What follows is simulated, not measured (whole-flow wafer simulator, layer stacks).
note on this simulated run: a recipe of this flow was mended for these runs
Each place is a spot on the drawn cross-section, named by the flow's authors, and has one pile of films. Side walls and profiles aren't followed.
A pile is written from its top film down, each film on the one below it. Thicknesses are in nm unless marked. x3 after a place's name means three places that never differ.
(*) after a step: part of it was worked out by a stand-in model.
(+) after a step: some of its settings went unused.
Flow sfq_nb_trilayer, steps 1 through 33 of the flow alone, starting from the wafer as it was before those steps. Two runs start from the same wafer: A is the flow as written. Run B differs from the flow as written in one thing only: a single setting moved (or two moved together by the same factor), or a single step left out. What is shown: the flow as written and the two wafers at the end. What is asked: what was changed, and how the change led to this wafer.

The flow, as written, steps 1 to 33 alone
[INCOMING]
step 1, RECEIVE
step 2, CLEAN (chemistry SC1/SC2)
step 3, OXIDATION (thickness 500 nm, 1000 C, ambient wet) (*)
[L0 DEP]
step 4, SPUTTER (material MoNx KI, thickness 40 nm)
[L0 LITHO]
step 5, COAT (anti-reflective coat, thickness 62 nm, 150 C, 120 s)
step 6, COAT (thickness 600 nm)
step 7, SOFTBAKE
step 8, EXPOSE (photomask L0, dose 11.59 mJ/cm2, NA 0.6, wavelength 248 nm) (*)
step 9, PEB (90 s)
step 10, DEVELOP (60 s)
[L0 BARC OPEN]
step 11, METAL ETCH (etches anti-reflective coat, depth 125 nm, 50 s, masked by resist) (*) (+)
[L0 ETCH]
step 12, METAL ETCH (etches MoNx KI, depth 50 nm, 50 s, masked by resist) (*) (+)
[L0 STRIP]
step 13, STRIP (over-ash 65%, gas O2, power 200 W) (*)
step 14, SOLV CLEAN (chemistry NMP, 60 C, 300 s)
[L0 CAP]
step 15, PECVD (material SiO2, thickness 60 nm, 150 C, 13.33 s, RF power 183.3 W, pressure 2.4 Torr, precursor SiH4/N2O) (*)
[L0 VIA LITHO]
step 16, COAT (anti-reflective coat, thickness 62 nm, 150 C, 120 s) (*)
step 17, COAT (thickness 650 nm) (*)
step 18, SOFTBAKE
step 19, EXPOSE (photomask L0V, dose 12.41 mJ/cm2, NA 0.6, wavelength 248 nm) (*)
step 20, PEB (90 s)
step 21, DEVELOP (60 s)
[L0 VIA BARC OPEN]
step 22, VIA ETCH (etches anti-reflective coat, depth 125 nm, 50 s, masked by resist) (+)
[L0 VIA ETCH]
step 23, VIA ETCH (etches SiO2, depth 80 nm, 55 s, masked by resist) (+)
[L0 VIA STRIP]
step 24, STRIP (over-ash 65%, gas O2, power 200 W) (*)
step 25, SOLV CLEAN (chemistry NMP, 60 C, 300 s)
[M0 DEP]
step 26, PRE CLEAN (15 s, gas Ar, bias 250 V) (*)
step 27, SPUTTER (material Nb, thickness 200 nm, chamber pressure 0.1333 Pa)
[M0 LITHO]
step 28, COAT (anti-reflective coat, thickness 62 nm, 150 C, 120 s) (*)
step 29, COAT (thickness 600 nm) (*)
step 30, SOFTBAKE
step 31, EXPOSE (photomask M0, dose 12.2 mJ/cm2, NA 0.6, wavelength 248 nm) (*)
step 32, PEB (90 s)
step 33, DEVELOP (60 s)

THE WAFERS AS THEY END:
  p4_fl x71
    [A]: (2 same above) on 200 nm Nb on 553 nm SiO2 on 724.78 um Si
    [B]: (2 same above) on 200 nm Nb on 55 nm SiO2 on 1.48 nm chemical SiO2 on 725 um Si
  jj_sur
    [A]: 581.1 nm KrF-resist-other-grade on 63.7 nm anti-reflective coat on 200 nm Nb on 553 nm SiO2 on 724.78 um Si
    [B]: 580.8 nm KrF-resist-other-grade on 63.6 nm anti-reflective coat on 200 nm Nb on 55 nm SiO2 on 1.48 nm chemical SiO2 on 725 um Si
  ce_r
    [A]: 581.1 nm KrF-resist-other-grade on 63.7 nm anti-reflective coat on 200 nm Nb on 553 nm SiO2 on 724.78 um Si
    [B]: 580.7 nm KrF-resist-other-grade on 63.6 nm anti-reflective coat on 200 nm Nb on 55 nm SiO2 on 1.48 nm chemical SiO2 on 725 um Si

The reason: step 3, OXIDATION: thickness 500 nm, 1000 C, ambient wet (*), was not run.

Step by step, how the change led to this:
  step 12, METAL ETCH (etches MoNx KI, depth 50 nm, 50 s, masked by resist) (*) (+)
      v_sur, via_wl, via_w and 97 more: A MoNx KI loses 40 (all of it), SiO2 loses 2 | B MoNx KI loses 40 (all of it), chemical SiO2 loses 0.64 (all of it)
  step 13, STRIP (over-ash 65%, gas O2, power 200 W) (*)
      v_sur, via_wl, via_w and 97 more: A nothing | B chemical SiO2 gains 1.48 (new film), Si loses 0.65
  step 15, PECVD (material SiO2, thickness 60 nm, 150 C, 13.33 s, RF power 183.3 W, pressure 2.4 Torr, precursor SiH4/N2O) (*)
      v_sur, via_wl, via_w and 97 more: A SiO2 gains 60 | B SiO2 gains 60 (new film)
  step 28, COAT (anti-reflective coat, thickness 62 nm, 150 C, 120 s) (*)
      l0_sur: A anti-reflective coat gains 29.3 (new film) | B anti-reflective coat gains 30 (new film)
